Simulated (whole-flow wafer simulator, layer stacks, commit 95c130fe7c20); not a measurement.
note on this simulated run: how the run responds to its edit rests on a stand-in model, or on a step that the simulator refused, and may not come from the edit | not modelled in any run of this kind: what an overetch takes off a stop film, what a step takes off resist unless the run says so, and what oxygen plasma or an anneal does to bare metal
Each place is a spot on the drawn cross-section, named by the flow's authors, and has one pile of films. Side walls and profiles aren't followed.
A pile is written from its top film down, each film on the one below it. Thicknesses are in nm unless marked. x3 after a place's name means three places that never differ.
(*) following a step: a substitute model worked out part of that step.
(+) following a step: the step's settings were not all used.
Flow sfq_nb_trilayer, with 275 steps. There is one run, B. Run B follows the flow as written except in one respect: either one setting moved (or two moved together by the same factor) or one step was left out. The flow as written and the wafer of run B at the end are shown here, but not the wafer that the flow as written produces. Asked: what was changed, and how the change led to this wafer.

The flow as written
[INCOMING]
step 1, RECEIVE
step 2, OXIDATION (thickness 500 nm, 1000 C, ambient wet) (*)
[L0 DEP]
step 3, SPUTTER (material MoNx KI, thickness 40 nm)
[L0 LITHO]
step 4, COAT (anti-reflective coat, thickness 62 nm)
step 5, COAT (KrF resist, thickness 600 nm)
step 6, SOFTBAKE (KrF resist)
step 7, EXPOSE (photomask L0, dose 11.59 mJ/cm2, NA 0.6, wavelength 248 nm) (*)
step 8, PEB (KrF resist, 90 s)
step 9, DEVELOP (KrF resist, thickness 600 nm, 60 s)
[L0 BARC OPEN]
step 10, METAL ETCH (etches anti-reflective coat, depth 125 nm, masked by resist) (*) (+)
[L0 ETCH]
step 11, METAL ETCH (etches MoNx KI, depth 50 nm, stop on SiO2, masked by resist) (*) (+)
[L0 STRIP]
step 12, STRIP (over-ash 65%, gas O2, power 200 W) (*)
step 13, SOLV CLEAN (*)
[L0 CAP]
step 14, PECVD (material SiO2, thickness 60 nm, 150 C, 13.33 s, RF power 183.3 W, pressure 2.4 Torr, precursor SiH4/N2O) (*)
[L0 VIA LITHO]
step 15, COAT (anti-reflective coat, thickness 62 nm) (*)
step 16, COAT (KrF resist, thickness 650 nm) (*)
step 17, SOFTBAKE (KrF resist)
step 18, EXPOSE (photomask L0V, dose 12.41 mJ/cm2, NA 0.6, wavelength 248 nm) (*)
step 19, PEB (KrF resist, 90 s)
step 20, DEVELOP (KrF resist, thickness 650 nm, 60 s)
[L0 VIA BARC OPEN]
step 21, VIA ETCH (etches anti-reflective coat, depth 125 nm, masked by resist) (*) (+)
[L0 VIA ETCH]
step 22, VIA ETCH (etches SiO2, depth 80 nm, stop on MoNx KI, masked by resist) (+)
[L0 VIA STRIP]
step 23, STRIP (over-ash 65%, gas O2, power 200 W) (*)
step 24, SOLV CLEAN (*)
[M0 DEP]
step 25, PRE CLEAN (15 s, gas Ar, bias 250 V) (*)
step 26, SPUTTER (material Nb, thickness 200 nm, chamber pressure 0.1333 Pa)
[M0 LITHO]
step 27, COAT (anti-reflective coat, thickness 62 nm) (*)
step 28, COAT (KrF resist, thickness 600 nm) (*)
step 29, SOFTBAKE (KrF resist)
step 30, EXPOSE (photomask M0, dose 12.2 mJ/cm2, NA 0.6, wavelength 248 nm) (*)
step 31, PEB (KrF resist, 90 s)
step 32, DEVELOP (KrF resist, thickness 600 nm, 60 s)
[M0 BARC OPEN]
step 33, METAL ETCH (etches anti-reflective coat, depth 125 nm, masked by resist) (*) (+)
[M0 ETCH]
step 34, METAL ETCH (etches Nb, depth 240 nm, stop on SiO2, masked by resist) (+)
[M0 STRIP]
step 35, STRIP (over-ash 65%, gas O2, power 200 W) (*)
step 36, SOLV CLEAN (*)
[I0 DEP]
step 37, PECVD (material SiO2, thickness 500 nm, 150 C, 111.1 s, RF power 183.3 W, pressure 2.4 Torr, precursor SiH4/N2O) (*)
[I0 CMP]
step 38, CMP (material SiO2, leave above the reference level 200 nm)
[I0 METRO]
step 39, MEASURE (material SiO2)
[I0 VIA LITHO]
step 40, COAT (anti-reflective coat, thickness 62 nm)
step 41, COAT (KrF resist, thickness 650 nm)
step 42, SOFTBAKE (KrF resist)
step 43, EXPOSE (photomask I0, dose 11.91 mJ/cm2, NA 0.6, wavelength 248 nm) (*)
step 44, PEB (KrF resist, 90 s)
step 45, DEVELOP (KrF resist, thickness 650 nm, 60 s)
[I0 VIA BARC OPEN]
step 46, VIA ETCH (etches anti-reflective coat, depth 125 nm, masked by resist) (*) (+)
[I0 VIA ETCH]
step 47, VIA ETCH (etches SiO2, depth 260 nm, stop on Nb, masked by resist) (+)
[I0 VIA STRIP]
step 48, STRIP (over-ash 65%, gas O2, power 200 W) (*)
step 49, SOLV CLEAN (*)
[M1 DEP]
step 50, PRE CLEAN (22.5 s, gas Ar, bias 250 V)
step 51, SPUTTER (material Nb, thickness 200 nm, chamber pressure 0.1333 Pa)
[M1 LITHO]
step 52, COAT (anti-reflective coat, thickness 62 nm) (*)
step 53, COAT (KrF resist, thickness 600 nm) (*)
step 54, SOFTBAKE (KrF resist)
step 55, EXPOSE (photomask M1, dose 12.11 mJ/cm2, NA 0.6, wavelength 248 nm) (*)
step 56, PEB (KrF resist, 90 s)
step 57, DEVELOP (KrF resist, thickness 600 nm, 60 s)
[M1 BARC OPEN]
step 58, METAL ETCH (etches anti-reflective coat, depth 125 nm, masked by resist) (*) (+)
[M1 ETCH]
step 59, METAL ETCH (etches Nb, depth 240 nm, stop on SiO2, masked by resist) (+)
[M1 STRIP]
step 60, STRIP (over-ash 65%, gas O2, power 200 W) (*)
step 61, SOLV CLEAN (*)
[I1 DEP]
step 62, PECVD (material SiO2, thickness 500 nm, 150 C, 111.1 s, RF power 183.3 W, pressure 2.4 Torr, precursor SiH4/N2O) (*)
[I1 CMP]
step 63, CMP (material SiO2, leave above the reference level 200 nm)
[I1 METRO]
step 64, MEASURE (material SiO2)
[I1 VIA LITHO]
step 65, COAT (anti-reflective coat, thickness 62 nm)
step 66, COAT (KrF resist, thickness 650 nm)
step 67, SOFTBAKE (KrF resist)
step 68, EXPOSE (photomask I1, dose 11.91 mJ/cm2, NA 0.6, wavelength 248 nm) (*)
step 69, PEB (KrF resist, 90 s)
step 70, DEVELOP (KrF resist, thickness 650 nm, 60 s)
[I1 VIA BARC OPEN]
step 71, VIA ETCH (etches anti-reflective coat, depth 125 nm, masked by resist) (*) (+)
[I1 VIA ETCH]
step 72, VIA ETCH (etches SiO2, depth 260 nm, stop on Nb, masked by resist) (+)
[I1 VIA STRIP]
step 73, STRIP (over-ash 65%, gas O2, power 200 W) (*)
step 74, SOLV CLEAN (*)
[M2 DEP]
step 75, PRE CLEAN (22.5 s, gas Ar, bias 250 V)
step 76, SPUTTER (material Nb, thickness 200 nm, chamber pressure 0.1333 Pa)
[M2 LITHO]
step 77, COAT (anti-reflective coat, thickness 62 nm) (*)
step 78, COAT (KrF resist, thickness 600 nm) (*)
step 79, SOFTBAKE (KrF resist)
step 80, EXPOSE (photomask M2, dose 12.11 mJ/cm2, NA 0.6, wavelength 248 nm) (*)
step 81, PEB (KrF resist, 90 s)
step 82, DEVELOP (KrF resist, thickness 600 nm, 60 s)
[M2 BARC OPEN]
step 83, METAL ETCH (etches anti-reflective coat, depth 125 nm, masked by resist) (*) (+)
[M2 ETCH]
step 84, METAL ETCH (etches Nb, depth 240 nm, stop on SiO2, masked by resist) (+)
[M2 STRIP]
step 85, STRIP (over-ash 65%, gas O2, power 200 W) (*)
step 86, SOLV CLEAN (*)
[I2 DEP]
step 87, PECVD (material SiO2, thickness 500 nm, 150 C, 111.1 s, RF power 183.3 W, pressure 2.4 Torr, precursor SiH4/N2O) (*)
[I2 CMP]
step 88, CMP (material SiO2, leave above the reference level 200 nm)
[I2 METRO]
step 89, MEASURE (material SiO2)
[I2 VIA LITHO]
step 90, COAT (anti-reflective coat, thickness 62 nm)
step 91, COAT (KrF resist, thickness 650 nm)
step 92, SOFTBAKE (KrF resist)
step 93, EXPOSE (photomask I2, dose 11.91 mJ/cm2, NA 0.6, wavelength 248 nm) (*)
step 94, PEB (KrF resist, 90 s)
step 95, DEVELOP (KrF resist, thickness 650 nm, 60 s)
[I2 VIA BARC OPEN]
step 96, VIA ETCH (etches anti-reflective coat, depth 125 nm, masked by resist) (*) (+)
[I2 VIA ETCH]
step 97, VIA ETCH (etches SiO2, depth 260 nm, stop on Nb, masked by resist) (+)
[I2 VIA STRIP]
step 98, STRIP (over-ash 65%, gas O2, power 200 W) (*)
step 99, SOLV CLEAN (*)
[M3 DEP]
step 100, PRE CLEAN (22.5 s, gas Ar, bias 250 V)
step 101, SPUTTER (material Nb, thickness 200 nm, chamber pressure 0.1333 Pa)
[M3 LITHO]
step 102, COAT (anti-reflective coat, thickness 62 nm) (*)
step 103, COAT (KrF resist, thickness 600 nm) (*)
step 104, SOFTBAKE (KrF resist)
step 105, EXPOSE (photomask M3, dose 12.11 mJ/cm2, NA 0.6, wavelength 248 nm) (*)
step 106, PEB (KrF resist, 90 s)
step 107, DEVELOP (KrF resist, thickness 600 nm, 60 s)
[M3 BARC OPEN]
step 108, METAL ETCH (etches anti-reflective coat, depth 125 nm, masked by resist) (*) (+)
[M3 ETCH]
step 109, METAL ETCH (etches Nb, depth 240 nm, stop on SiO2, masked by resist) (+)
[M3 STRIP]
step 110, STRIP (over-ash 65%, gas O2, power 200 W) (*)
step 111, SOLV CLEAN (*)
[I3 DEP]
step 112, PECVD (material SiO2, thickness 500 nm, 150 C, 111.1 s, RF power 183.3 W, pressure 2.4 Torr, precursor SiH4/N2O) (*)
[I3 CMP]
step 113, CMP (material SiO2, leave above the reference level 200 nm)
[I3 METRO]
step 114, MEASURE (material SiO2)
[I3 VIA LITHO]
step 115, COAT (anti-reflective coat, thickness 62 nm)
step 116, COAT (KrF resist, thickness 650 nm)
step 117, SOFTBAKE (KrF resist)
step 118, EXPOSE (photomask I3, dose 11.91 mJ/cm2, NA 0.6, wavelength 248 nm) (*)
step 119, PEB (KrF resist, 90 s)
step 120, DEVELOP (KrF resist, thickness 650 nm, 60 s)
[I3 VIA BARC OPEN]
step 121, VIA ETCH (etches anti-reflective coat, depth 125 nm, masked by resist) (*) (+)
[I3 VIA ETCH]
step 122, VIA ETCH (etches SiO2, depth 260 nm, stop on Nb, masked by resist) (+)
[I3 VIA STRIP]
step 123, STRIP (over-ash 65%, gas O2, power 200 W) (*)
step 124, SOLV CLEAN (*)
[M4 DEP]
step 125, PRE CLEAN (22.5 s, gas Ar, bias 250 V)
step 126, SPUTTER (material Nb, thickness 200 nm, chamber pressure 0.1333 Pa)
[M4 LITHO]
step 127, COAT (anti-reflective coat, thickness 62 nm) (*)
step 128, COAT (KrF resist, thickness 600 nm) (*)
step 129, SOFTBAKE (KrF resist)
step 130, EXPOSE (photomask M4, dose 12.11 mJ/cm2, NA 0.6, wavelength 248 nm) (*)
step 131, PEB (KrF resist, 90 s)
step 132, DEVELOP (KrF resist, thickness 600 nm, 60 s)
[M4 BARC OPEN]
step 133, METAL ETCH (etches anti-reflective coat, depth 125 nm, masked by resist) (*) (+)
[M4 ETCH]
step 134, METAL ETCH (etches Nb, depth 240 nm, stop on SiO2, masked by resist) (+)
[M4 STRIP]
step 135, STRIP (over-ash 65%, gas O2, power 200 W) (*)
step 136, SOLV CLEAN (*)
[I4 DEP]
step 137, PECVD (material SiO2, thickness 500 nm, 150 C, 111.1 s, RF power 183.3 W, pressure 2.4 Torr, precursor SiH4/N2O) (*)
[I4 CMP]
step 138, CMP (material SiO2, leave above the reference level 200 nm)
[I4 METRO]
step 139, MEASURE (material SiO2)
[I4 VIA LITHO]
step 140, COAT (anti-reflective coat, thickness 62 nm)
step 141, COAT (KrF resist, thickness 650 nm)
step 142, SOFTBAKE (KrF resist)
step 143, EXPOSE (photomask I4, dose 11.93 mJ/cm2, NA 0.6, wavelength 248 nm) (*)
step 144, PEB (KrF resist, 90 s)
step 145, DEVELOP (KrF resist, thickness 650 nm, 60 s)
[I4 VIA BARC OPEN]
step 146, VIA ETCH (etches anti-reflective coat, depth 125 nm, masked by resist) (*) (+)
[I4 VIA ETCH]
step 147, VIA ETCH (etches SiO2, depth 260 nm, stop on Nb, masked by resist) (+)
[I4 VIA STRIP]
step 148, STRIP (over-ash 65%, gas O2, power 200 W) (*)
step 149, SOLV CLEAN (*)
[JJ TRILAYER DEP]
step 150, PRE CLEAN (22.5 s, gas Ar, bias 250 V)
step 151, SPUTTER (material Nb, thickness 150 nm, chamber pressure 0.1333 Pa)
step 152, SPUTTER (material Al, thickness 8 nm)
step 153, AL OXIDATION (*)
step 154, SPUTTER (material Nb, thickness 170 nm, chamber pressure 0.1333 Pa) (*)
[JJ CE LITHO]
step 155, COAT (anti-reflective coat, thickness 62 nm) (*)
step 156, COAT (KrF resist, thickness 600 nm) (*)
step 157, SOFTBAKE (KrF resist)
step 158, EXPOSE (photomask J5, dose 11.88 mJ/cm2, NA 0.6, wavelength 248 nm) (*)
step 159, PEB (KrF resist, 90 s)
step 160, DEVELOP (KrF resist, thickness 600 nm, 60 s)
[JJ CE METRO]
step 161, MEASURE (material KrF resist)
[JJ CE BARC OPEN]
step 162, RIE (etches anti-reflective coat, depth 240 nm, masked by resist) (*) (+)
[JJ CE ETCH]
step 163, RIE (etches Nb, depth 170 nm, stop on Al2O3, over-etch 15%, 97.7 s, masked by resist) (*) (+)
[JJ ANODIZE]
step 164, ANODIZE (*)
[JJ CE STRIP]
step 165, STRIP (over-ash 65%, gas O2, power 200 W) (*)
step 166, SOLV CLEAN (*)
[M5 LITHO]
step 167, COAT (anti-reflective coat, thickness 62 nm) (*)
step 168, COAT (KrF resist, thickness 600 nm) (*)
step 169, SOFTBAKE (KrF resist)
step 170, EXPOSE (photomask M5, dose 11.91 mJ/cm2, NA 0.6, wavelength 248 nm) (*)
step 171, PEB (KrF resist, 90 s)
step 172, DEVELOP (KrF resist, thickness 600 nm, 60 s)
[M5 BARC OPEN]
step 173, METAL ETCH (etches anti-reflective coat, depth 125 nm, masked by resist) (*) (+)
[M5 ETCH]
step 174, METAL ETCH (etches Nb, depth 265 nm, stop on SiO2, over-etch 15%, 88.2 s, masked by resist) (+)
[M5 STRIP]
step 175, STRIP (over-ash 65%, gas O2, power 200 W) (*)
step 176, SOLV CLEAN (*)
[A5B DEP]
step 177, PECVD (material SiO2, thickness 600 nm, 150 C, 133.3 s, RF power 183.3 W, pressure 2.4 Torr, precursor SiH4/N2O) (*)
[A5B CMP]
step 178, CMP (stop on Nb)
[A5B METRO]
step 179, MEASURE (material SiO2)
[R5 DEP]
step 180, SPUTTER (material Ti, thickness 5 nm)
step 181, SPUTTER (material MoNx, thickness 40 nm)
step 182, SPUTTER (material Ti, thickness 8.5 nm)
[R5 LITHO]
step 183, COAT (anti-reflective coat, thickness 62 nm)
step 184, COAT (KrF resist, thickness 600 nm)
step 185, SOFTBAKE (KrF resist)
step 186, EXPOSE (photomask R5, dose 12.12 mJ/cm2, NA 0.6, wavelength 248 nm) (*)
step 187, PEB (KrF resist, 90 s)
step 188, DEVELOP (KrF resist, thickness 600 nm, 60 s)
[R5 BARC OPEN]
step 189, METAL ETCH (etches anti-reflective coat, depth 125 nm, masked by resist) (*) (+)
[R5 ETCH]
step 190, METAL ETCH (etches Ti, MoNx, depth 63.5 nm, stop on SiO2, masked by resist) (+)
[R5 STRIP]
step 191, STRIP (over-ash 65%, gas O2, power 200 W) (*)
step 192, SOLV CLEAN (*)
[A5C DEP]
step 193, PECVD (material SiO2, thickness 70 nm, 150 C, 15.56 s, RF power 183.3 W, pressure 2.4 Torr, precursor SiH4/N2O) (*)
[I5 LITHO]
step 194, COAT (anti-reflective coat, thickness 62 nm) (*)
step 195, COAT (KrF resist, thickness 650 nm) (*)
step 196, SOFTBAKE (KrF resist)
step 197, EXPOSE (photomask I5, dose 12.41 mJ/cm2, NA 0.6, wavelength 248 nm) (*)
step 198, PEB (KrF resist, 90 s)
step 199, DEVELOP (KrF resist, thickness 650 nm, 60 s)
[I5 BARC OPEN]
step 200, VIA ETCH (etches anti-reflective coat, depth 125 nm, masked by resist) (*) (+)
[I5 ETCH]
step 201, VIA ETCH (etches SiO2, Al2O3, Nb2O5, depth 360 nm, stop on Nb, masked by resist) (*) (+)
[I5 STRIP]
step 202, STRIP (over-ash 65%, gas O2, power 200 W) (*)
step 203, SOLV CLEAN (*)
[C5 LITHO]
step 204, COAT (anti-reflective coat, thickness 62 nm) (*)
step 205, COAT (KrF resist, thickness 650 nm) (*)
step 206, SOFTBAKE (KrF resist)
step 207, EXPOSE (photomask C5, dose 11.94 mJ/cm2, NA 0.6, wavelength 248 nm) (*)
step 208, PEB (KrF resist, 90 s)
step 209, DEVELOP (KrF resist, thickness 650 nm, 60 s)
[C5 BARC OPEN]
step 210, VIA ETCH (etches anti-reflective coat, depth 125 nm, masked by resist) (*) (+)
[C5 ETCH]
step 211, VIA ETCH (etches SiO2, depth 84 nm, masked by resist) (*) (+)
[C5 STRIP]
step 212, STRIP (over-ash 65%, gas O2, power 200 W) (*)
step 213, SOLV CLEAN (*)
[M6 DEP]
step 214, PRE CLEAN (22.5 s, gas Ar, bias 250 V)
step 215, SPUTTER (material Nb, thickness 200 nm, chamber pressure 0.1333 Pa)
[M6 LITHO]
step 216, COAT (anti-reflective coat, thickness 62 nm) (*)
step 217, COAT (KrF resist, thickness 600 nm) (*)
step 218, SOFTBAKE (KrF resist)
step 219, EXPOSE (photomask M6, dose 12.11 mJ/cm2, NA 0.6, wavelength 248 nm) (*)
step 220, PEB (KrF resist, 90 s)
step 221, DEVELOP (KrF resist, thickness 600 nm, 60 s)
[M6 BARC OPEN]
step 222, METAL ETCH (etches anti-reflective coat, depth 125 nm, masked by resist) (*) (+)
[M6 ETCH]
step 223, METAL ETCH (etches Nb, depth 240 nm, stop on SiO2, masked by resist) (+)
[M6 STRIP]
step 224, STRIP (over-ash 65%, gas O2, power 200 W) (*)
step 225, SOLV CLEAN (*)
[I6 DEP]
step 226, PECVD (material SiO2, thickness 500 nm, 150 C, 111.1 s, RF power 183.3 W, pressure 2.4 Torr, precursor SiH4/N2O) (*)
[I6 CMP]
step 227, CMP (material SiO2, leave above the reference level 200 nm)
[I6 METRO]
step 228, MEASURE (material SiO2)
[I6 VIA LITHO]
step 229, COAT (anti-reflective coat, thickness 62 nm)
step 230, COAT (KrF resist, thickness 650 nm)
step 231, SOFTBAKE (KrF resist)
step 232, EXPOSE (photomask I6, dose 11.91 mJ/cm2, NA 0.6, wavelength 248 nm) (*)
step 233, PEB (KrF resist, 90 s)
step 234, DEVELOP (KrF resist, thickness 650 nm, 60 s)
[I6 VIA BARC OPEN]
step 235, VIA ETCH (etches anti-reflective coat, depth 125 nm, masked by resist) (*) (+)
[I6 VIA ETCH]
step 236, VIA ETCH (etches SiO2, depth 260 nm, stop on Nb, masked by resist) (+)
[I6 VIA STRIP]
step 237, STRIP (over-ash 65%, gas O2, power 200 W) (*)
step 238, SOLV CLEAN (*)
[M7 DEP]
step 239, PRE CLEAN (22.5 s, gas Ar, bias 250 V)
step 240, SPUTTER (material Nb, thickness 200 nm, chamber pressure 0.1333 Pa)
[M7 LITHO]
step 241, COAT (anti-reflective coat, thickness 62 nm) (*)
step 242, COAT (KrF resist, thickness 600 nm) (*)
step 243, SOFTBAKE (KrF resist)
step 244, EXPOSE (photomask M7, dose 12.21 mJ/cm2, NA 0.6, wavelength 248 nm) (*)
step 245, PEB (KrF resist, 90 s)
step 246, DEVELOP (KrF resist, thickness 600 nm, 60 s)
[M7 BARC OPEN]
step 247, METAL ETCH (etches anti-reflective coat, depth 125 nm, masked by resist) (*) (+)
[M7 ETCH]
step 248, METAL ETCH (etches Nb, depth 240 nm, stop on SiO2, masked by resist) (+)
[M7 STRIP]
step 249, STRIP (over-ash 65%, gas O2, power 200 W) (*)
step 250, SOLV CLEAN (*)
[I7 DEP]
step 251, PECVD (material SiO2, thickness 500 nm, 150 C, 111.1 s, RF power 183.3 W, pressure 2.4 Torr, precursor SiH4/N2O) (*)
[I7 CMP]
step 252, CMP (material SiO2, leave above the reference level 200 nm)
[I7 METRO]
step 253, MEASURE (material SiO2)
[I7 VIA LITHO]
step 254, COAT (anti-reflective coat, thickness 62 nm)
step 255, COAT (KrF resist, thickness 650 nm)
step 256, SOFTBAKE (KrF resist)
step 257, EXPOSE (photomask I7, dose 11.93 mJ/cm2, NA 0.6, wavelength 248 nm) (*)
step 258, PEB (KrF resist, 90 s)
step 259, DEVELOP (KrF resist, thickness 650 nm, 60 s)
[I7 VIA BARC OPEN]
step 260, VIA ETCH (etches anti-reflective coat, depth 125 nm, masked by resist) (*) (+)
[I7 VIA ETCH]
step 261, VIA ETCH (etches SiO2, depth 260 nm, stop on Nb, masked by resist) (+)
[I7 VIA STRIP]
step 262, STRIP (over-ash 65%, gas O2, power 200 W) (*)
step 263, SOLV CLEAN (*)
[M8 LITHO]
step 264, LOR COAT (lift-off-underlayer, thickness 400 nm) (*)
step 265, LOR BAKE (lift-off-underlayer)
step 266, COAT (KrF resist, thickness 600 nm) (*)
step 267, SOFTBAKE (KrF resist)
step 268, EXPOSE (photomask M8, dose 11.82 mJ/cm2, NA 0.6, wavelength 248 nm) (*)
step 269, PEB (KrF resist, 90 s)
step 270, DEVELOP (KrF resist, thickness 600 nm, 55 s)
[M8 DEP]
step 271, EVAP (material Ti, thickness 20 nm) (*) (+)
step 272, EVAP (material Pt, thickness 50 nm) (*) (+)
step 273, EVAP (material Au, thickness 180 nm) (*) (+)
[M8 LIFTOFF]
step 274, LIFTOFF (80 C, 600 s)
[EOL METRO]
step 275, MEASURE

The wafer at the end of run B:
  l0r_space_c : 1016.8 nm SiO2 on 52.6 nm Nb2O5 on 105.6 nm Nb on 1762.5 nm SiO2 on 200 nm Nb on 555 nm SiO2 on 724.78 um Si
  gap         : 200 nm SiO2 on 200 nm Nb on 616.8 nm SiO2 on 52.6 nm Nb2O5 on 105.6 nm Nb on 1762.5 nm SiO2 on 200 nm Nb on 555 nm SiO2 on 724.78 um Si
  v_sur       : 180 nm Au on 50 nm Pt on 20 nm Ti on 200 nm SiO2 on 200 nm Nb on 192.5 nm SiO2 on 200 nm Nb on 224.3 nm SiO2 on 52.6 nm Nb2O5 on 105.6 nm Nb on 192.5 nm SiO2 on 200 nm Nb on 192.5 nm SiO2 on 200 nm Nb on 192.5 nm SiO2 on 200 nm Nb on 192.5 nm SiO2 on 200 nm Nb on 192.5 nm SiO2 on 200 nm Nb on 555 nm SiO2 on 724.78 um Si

Cause: step 152, SPUTTER: material Al, thickness 8 nm, was skipped.

The path from the change to this, step by step:
  step 153, AL OXIDATION (*)
      field_l, v_sur, via_wl and 103 more: nothing (it would be, as written: +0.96 Al2O3 (new film), -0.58 Al)
  step 154, SPUTTER (material Nb, thickness 170 nm, chamber pressure 0.1333 Pa) (*)
      field_l, v_sur, via_sp and 100 more: +170 Nb (it would be, as written: +170 Nb (new film))
      via_wl, via_wr: +141.5 Nb (it would be, as written: +140.7 Nb (new film))
      (also at 1 further place)
  step 155, COAT (anti-reflective coat, thickness 62 nm) (*)
      via_wl, via_wr: +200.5 anti-reflective coat (new film) (it would be, as written: +209.4 anti-reflective coat (new film))
      via_w: +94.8 anti-reflective coat (new film) (it would be, as written: +97.4 anti-reflective coat (new film))
  step 162, RIE (etches anti-reflective coat, depth 240 nm, masked by resist) (*) (+)
      ce_l, c5j, ce_r, wl_jj: -200.5 KrF resist (it would be, as written: -209.4 KrF resist)
      via_wl, via_wr: -200.5 anti-reflective coat (all of it) (it would be, as written: -209.4 anti-reflective coat (all of it))
      (also at 1 further place)
  step 163, RIE (etches Nb, depth 170 nm, stop on Al2O3, over-etch 15%, 97.7 s, masked by resist) (*) (+)
      field_l, v_sur, via_sp and 96 more: -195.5 Nb (it would be, as written: -170 Nb (all of it), -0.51 Al2O3)
      via_wl, via_wr: -195.5 Nb (it would be, as written: -140.7 Nb (all of it), -0.96 Al2O3 (all of it))
      (also at 1 further place)
  step 164, ANODIZE (*)
      field_l, v_sur, via_sp and 96 more: +52.6 Nb2O5 (new film), -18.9 Nb (it would be, as written: +12.2 Al2O3, +29.9 Nb2O5 (new film), -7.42 Al (all of it), -10.8 Nb)
      via_wl, via_wr: +52.6 Nb2O5 (new film), -18.9 Nb (it would be, as written: +7.52 Al2O3 (new film), +39.2 Nb2O5 (new film), -4.56 Al (all of it), -14.1 Nb)
      (also at 1 further place)
  step 165, STRIP (over-ash 65%, gas O2, power 200 W) (*)
      ce_l: -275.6 KrF resist (all of it), -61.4 anti-reflective coat (all of it) (it would be, as written: -266.8 KrF resist (all of it), -61.4 anti-reflective coat (all of it))
      c5j: -275.7 KrF resist (all of it), -61.5 anti-reflective coat (all of it) (it would be, as written: -266.9 KrF resist (all of it), -61.5 anti-reflective coat (all of it))
      (also at 2 further places)
  step 167, COAT (anti-reflective coat, thickness 62 nm) (*)
      wl_j_sl, wl_j_sr: +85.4 anti-reflective coat (new film) (it would be, as written: +83.3 anti-reflective coat (new film))
      v_sur: +42.5 anti-reflective coat (new film) (it would be, as written: +44.9 anti-reflective coat (new film))
      (also at 8 further places)
  step 168, COAT (KrF resist, thickness 600 nm) (*)
      via_w: +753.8 KrF resist (new film) (it would be, as written: +732.6 KrF resist (new film))
  step 174, METAL ETCH (etches Nb, depth 265 nm, stop on SiO2, over-etch 15%, 88.2 s, masked by resist) (+)
      field_l, r_sur, res and 50 more: -52.6 Nb2O5 (all of it), -105.6 Nb (all of it), -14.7 SiO2 (it would be, as written: -12.6 Al2O3 (all of it), -29.9 Nb2O5 (all of it), -139.2 Nb (all of it), -12.3 SiO2)
  step 175, STRIP (over-ash 65%, gas O2, power 200 W) (*)
      v_sur: -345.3 KrF resist (all of it), -42.5 anti-reflective coat (all of it) (it would be, as written: -349.2 KrF resist (all of it), -44.9 anti-reflective coat (all of it))
      via_wl: -436.6 KrF resist (all of it), -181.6 anti-reflective coat (all of it) (it would be, as written: -427 KrF resist (all of it), -170.5 anti-reflective coat (all of it))
      (also at 9 further places)
  step 178, CMP (stop on Nb)
      v_sur, via_sp, via_v and 43 more: -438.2 SiO2 (it would be, as written: -453.5 SiO2)
      field_l, p4_fl, p4_fm and 39 more: -265.3 SiO2 (it would be, as written: -259.3 SiO2)
      (also at 14 further places)
  step 201, VIA ETCH (etches SiO2, Al2O3, Nb2O5, depth 360 nm, stop on Nb, masked by resist) (*) (+)
      be: -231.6 SiO2 (all of it), -52.6 Nb2O5 (all of it) (it would be, as written: -216.4 SiO2 (all of it), -12.7 Al2O3 (all of it), -29.9 Nb2O5 (all of it))
  step 204, COAT (anti-reflective coat, thickness 62 nm) (*)
      be: +125.9 anti-reflective coat (new film) (it would be, as written: +122.2 anti-reflective coat (new film))
  step 205, COAT (KrF resist, thickness 650 nm) (*)
      be: +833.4 KrF resist (new film) (it would be, as written: +815.3 KrF resist (new film))
  step 212, STRIP (over-ash 65%, gas O2, power 200 W) (*)
      be: -746.2 KrF resist (all of it), -125.9 anti-reflective coat (all of it) (it would be, as written: -728.2 KrF resist (all of it), -122.2 anti-reflective coat (all of it))
  ... another 4 steps ...
  step 226, PECVD (material SiO2, thickness 500 nm, 150 C, 111.1 s, RF power 183.3 W, pressure 2.4 Torr, precursor SiH4/N2O) (*)
      be: +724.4 SiO2 (new film) (it would be, as written: +693.5 SiO2 (new film))
